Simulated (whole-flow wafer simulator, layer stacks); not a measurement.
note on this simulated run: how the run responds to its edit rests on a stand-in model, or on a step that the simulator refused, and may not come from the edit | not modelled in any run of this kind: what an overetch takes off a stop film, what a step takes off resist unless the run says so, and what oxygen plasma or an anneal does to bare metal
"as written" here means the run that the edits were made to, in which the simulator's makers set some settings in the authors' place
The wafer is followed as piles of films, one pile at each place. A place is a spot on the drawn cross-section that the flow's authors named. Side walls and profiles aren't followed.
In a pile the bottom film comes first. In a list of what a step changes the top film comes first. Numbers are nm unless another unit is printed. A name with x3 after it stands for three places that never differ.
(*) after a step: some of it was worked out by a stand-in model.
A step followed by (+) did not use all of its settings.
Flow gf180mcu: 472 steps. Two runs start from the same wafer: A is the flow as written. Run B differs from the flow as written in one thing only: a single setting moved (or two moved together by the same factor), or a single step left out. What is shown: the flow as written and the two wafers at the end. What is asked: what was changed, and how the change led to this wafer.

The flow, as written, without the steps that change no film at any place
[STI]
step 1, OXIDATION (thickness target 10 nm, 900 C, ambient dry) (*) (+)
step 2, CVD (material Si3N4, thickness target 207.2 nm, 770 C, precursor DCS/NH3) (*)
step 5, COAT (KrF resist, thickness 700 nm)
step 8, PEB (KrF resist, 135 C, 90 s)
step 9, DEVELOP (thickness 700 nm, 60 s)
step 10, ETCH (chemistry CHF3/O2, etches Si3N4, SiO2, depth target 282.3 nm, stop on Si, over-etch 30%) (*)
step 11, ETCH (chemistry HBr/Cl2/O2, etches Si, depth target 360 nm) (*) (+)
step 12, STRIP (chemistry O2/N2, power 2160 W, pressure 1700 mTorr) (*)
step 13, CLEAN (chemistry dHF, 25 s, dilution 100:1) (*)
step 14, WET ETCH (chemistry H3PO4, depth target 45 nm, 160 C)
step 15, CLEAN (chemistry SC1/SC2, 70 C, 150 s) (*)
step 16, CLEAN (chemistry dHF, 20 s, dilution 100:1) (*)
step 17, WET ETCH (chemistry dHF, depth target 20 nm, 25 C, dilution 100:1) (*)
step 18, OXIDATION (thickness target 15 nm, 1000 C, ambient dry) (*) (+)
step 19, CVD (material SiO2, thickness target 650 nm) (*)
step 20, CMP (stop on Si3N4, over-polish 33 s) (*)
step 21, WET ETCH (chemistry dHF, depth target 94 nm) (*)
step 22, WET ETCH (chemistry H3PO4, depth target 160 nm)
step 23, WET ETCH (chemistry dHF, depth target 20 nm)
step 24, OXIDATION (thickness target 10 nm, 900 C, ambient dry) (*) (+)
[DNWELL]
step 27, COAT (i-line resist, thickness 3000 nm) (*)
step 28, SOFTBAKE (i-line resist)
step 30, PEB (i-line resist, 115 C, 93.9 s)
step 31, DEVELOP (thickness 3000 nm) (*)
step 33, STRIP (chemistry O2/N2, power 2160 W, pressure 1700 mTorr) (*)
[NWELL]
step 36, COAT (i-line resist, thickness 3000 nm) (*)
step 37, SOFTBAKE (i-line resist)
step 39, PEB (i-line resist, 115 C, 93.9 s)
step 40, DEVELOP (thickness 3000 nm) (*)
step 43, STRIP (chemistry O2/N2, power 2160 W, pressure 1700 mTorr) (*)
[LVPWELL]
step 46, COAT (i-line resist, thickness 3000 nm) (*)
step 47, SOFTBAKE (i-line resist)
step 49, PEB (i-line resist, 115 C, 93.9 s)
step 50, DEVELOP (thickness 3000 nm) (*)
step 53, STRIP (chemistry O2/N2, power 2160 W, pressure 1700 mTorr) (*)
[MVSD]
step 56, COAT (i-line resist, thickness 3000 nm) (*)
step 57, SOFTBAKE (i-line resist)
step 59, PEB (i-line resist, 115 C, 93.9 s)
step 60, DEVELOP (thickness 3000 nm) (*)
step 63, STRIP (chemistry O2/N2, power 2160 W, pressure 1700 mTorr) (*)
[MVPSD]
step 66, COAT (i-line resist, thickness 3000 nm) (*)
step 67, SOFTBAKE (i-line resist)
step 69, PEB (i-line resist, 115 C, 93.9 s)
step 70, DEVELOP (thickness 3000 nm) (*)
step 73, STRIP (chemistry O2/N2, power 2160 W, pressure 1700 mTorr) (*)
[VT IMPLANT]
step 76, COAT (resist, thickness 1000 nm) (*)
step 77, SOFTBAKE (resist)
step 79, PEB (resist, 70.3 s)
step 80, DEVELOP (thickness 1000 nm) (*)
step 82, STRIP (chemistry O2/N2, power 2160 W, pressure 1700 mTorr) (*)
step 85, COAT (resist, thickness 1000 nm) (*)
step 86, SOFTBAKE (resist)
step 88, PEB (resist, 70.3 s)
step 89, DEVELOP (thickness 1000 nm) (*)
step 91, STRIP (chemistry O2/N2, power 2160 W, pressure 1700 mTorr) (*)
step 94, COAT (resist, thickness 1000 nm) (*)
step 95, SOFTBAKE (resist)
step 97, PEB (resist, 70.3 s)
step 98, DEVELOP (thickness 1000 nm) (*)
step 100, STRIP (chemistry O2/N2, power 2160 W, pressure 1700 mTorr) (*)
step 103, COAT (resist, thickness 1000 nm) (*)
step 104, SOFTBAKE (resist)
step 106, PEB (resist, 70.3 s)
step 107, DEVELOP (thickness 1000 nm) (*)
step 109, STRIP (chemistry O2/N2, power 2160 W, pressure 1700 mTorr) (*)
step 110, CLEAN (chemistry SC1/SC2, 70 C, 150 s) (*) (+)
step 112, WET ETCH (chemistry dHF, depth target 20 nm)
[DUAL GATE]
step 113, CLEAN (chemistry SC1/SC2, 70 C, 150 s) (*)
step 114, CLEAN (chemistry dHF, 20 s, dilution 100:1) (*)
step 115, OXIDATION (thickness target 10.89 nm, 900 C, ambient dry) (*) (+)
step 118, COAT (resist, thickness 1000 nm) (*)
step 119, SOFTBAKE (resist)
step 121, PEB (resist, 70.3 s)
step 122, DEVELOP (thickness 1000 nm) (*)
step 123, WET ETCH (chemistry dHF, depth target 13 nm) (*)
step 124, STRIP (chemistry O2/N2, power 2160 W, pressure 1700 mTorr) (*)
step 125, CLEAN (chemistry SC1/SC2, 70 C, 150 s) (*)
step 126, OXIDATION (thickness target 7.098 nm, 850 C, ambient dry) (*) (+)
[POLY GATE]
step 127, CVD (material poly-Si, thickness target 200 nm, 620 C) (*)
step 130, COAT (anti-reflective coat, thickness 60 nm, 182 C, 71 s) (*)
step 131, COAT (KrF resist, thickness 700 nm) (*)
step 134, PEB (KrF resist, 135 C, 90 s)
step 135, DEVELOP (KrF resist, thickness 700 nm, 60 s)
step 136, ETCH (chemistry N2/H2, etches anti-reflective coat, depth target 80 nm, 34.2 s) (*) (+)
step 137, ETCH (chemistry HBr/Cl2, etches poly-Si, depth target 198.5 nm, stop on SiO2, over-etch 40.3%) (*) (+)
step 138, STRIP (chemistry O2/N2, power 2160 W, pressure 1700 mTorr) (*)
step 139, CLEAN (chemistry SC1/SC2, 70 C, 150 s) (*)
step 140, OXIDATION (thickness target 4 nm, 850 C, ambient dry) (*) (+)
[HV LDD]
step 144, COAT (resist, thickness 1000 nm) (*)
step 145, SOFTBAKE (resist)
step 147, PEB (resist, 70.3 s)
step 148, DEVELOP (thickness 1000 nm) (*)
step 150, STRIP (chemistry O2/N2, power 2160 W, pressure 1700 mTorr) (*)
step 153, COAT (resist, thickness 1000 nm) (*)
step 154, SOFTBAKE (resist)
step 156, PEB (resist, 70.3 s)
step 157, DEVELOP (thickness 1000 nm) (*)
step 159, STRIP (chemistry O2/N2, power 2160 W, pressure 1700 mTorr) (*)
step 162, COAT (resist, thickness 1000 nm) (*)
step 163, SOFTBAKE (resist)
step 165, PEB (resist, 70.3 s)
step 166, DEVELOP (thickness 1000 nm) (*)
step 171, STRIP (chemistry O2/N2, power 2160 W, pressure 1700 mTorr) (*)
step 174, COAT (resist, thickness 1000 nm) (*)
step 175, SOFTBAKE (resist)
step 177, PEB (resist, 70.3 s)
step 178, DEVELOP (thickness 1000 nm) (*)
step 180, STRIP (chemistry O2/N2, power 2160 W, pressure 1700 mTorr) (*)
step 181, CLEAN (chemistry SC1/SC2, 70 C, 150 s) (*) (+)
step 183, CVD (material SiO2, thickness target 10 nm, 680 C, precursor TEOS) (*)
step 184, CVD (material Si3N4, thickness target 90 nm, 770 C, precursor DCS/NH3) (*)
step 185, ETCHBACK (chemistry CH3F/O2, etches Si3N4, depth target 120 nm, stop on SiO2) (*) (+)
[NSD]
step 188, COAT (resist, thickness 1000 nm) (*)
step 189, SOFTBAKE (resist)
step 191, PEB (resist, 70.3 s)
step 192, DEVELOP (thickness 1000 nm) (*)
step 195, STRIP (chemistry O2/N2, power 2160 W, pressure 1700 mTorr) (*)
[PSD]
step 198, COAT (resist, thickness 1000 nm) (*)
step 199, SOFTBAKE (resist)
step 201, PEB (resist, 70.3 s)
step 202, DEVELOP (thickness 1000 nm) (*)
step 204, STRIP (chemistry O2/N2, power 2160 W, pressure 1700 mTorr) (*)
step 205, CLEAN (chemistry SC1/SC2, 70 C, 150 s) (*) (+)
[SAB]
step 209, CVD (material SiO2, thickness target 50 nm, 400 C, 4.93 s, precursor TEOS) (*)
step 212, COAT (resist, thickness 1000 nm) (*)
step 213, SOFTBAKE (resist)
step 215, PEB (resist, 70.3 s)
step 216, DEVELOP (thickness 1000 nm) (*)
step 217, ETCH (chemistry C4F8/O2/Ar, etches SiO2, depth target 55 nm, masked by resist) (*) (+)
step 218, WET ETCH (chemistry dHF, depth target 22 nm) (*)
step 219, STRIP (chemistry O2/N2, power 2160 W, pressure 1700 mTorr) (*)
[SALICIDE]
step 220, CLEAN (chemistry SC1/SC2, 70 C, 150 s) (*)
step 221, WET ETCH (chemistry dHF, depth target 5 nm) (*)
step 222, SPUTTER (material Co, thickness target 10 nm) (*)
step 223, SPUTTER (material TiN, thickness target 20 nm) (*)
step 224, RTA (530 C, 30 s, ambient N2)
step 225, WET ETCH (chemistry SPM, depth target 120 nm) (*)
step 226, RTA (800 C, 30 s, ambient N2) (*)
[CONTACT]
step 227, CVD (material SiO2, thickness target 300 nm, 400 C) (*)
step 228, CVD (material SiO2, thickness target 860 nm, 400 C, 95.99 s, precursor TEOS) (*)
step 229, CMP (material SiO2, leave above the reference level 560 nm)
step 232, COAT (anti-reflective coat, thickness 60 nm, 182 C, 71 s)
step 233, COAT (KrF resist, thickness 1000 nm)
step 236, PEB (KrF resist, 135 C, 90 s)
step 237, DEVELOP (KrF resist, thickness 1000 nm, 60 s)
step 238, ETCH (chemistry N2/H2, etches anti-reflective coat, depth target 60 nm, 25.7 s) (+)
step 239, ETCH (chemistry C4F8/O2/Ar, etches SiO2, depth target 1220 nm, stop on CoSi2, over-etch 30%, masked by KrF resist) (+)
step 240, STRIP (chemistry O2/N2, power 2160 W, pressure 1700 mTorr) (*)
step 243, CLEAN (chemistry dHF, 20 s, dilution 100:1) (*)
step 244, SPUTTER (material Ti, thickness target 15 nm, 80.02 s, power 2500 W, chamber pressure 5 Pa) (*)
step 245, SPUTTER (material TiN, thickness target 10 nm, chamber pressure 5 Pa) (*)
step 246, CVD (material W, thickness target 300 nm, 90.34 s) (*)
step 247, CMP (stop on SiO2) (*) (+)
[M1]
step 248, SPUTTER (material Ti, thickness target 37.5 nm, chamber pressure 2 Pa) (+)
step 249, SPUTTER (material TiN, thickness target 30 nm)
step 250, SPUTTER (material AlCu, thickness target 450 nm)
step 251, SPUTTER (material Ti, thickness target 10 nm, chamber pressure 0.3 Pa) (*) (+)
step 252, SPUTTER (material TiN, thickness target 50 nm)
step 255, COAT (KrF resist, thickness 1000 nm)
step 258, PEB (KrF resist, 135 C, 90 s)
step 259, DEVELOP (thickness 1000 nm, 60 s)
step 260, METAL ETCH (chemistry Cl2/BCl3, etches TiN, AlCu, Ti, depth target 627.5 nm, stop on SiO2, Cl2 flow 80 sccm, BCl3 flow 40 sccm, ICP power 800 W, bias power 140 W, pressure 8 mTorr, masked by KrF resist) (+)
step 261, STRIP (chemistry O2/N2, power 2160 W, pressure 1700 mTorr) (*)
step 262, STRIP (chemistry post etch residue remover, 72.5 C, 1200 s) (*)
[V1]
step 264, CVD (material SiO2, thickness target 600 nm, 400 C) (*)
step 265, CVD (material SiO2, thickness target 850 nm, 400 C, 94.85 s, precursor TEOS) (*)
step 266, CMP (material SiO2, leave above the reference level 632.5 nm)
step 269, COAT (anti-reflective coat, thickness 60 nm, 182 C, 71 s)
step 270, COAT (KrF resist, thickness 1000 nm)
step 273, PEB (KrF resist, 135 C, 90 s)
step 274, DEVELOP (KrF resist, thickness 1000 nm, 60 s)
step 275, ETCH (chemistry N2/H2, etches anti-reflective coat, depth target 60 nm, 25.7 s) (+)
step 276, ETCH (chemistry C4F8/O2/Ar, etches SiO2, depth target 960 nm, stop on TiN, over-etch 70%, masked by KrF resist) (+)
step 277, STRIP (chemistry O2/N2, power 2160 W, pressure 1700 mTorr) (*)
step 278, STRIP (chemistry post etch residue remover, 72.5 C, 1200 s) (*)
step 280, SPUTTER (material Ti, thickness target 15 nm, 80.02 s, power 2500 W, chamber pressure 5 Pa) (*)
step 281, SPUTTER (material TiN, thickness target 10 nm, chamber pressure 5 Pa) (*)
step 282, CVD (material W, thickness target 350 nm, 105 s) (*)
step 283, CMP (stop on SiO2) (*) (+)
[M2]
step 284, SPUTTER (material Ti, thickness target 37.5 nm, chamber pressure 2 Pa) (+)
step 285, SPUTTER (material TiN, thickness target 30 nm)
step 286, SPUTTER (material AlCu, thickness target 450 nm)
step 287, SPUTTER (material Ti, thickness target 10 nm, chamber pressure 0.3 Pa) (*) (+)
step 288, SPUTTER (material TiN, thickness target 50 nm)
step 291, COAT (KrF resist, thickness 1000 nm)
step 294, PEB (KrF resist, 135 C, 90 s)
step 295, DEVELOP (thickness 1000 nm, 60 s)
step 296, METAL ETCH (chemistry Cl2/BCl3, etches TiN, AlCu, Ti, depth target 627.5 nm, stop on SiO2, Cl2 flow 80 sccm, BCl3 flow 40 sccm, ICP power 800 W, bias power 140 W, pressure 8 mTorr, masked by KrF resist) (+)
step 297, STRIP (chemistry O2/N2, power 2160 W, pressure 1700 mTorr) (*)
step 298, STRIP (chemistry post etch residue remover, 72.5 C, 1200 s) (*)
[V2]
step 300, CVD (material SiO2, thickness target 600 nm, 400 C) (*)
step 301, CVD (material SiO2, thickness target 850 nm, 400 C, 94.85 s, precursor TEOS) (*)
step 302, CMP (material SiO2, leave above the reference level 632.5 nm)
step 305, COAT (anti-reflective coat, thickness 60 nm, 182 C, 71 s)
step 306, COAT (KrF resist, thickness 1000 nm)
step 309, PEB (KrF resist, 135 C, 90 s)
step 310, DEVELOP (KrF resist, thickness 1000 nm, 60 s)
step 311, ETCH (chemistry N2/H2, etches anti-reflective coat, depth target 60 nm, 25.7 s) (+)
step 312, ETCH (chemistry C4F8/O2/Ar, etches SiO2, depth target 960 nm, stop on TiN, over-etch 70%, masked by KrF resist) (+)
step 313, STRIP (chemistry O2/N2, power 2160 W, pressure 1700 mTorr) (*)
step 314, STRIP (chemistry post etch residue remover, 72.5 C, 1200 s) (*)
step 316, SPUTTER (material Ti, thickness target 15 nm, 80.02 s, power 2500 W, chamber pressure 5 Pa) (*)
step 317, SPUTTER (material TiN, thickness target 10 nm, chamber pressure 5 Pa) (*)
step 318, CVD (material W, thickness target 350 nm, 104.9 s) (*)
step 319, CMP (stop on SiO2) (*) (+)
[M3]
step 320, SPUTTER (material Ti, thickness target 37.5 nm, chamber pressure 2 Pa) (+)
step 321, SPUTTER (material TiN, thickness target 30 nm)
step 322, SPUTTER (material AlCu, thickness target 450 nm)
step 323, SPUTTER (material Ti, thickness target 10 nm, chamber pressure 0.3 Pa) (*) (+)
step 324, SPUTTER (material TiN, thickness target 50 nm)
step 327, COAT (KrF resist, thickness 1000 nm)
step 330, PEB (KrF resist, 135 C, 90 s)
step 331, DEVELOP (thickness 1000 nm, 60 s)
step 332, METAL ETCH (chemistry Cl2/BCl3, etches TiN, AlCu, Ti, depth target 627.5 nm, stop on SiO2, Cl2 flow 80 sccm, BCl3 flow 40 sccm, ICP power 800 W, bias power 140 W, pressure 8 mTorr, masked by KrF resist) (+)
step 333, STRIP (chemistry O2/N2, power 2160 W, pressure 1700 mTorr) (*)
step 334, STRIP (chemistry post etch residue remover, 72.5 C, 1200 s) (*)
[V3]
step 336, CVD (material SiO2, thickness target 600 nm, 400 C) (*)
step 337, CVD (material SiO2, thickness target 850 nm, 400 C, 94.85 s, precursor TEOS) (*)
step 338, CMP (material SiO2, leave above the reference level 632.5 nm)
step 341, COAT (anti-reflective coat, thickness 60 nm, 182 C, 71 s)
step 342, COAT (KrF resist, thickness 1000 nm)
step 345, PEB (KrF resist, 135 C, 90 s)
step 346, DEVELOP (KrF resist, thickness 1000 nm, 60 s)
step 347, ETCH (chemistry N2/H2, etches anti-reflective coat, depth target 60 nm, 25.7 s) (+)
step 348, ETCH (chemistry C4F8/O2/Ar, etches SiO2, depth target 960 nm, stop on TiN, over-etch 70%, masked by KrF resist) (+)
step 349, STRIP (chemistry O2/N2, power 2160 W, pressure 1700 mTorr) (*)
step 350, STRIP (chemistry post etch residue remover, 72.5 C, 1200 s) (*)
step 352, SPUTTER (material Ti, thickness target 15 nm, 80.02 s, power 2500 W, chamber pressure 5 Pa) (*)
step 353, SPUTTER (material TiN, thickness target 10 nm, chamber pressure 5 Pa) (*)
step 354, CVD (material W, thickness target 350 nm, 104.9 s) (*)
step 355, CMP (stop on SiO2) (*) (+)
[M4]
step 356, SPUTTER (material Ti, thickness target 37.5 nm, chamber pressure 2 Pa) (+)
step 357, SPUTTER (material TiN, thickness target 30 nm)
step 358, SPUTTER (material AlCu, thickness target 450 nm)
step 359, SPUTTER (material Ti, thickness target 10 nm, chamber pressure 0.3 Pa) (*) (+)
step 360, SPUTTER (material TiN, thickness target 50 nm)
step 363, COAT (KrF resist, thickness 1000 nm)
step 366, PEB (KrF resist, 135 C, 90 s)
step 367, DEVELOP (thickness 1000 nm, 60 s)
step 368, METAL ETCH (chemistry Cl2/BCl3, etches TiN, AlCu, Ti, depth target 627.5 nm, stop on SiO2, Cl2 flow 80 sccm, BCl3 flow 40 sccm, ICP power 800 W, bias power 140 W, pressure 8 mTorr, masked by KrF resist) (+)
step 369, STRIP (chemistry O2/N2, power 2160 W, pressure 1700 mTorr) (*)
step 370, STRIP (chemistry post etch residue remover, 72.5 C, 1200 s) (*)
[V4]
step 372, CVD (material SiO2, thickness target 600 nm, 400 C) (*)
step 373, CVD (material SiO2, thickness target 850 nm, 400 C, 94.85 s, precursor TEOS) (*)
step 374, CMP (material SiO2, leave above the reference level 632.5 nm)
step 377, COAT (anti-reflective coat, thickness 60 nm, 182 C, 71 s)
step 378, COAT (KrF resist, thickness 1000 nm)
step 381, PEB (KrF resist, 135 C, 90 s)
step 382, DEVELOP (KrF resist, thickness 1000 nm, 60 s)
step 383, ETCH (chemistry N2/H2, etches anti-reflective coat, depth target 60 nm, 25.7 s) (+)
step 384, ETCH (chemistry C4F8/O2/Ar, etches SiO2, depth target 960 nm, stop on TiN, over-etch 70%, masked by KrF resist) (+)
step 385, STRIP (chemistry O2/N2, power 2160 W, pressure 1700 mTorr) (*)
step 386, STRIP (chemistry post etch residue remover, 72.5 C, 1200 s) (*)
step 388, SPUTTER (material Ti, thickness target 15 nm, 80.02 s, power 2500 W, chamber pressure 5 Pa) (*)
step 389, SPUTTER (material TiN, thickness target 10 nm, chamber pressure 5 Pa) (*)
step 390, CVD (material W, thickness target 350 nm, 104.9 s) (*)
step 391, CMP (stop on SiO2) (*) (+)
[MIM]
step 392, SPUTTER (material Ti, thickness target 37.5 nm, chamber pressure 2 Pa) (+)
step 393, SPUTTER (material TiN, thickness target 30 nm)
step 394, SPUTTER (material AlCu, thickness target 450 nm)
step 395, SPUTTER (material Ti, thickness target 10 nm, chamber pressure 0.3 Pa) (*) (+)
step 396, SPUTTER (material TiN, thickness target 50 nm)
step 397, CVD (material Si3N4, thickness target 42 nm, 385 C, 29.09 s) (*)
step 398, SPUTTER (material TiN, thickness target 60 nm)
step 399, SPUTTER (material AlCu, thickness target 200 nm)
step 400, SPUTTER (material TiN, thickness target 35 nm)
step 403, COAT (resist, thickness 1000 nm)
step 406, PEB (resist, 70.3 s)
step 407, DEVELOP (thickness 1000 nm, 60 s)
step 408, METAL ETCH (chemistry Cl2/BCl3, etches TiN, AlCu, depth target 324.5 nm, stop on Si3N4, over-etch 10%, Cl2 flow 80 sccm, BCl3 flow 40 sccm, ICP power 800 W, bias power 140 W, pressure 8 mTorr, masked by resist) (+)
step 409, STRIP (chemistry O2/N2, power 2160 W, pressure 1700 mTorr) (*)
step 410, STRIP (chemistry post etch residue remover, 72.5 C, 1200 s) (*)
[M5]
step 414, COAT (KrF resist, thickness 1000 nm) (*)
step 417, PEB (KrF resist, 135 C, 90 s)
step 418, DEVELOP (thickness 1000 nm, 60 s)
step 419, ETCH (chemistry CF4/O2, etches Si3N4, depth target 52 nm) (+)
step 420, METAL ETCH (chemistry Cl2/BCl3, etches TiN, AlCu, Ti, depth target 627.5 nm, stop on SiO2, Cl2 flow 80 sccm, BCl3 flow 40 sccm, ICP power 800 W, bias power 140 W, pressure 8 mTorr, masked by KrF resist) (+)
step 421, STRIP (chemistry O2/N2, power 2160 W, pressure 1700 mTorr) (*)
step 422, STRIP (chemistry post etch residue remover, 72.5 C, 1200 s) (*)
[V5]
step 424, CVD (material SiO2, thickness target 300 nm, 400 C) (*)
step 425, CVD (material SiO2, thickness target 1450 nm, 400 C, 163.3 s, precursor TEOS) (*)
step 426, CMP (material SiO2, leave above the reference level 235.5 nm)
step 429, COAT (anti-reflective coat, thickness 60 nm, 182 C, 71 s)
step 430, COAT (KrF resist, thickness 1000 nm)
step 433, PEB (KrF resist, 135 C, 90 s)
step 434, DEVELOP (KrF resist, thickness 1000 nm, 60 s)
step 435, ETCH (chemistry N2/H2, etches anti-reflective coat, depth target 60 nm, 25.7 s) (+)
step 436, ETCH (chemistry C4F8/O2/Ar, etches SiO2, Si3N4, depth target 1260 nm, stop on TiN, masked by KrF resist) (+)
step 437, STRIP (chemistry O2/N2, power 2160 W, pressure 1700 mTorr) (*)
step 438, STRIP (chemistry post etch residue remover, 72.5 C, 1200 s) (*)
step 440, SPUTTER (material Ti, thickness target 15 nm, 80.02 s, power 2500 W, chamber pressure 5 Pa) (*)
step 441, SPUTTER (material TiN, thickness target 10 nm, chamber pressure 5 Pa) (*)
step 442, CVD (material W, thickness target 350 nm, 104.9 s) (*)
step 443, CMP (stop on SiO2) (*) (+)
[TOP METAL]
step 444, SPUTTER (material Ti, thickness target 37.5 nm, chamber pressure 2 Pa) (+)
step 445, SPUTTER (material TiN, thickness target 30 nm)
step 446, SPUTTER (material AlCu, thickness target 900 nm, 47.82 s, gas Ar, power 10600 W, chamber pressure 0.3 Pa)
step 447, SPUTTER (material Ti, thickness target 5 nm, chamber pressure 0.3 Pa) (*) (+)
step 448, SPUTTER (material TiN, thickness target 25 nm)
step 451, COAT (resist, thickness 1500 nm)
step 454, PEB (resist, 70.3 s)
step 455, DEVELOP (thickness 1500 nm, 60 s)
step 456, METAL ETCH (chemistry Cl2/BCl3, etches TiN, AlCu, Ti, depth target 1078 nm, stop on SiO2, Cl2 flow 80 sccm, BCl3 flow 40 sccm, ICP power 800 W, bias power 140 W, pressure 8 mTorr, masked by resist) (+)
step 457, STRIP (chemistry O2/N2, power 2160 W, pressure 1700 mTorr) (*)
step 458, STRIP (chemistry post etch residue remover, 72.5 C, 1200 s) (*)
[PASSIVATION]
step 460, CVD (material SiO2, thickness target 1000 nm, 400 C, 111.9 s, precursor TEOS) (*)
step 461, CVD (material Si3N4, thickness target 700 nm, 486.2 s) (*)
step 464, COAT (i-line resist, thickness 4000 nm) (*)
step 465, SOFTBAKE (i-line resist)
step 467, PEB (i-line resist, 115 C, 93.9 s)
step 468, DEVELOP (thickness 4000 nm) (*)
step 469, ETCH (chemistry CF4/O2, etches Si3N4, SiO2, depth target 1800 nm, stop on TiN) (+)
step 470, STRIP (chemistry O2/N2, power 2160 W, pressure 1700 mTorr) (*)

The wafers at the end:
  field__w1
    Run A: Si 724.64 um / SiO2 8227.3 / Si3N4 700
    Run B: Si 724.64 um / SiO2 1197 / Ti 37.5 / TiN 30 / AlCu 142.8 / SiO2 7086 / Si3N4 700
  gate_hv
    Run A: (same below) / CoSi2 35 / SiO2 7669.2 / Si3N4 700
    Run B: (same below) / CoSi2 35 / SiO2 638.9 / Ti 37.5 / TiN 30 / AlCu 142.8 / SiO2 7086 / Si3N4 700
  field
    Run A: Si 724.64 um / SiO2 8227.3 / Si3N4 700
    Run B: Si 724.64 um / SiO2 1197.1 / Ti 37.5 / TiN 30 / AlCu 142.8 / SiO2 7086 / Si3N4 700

The reason: step 250, SPUTTER: thickness target 716 nm was run, whereas the flow has thickness target 450 nm.

The path from the change to this, step by step:
  step 250, SPUTTER (material AlCu, thickness target 450 nm)
      field, field__w1, field__w2 and 108 more: A +450 AlCu (new film) | B +716 AlCu (new film)
  step 260, METAL ETCH (chemistry Cl2/BCl3, etches TiN, AlCu, Ti, depth target 627.5 nm, stop on SiO2, Cl2 flow 80 sccm, BCl3 flow 40 sccm, ICP power 800 W, bias power 140 W, pressure 8 mTorr, masked by KrF resist) (+)
      field, field__w1, field__w2 and 99 more: A -50 TiN (all of it), -10 Ti (all of it), -450 AlCu (all of it), -30 TiN (all of it), -37.5 Ti (all of it) | B -50 TiN (all of it), -10 Ti (all of it), -567.5 AlCu
  step 262, STRIP (chemistry post etch residue remover, 72.5 C, 1200 s) (*)
      field, field__w1, field__w2 and 99 more: A nothing | B -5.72 AlCu
  step 264, CVD (material SiO2, thickness target 600 nm, 400 C) (*)
      field, field__w1, field__w2 and 99 more: A +600 SiO2 | B +600 SiO2 (new film)
  step 266, CMP (material SiO2, leave above the reference level 632.5 nm)
      field, field__w1, field__w2 and 99 more: A -300 SiO2 | B -244.3 SiO2
With metal films that touch counted as one body, field__w1 has 1 body; the flow as written gives 0 bodies.
With metal films that touch counted as one body, gate_hv has 2 bodies (between them, from the top down: SiO2 638.9); the flow as written gives 1 body.
With metal films that touch counted as one body, field has 1 body; the flow as written gives 0 bodies.
